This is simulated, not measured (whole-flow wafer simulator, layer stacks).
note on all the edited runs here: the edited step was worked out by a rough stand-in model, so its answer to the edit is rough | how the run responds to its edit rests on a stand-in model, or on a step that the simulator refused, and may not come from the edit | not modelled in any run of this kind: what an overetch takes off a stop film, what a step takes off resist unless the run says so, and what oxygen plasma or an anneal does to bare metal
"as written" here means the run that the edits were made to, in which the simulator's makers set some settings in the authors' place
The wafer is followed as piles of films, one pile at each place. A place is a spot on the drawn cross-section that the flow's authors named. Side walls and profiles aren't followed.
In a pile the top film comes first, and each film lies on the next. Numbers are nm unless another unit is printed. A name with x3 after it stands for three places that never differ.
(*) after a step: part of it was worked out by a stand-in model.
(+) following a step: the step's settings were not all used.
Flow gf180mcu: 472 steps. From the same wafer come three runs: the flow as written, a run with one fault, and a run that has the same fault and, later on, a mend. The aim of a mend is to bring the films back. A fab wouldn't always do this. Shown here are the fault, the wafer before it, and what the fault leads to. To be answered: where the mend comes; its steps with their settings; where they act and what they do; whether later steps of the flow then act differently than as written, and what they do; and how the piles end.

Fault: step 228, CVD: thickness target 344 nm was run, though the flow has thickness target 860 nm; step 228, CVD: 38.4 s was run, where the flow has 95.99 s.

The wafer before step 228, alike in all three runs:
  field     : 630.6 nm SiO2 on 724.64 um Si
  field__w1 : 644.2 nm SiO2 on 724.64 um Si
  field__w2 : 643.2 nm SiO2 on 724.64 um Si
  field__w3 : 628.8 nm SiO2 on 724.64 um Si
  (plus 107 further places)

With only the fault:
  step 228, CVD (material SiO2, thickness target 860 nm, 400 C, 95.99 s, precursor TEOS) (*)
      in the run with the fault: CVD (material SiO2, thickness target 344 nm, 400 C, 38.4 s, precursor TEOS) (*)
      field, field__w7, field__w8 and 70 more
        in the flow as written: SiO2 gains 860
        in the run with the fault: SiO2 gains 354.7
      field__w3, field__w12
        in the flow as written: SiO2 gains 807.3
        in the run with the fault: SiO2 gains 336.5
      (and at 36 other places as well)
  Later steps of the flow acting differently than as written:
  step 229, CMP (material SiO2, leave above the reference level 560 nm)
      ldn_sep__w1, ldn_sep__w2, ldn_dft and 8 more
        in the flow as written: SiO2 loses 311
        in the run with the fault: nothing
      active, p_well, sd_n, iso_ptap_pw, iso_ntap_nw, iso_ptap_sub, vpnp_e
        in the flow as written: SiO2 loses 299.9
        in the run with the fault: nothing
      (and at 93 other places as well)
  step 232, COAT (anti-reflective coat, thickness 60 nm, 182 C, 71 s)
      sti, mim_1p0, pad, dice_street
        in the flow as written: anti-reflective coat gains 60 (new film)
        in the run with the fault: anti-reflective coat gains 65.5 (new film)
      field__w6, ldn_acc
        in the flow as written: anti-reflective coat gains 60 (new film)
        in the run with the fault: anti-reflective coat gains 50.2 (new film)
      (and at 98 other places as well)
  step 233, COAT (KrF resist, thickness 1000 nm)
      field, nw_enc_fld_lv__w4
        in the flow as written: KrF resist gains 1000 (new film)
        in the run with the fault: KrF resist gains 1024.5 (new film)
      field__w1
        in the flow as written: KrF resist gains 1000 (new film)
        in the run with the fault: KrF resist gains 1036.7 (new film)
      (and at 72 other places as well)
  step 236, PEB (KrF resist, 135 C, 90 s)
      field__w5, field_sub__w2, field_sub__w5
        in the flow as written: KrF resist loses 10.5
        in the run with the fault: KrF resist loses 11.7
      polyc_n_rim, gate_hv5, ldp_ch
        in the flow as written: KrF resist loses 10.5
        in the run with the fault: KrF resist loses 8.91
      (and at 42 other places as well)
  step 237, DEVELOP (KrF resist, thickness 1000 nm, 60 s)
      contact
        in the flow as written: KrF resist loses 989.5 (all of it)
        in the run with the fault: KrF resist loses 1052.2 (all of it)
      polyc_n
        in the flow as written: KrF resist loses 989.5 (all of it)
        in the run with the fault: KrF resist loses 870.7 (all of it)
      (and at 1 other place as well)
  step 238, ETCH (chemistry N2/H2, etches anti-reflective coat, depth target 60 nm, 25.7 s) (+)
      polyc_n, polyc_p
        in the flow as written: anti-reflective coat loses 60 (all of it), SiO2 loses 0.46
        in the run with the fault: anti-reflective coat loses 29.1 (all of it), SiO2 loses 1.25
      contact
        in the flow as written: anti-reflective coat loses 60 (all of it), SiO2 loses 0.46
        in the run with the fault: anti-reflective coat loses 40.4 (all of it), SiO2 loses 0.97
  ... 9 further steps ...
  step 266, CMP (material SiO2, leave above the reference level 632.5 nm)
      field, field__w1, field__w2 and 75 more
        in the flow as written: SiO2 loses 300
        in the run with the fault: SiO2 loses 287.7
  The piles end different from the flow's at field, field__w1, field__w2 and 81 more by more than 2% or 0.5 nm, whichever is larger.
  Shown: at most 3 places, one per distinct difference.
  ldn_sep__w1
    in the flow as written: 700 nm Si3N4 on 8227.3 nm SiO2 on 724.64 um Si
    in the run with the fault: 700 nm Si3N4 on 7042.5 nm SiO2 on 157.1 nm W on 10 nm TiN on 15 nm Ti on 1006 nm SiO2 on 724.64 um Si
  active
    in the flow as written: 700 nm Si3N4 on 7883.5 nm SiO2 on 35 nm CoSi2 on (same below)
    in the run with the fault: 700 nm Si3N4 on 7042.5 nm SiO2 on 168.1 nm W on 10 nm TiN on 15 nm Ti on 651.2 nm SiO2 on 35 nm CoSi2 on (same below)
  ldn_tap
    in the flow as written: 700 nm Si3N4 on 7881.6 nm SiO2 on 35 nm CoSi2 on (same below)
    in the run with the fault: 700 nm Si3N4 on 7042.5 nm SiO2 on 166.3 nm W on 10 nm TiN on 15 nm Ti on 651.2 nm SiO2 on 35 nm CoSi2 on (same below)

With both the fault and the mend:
  After step 228 comes the mend.
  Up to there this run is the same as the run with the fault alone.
  step 228a, CVD (material SiO2, thickness target 516 nm, 400 C, 57.6 s, precursor TEOS) (*) (the flow's step 228 again, with other settings)
      field, field__w7, field__w8 and 72 more
        SiO2 gains 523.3
      field_sub, field_sub__w2, sd_p
        SiO2 gains 508.8
      field_sub__w1, field_sub__w4, field_sub__w5
        SiO2 gains 509.5
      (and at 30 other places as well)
  Later steps of the flow acting differently than as written:
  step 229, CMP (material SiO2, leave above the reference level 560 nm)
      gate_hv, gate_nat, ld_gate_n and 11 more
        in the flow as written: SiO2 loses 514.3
        in the run with the mend: SiO2 loses 532.3
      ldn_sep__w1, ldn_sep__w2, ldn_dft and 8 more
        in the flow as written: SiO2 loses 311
        in the run with the mend: SiO2 loses 329
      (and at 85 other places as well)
  By the end, the piles equal the flow's at every place that both follow.
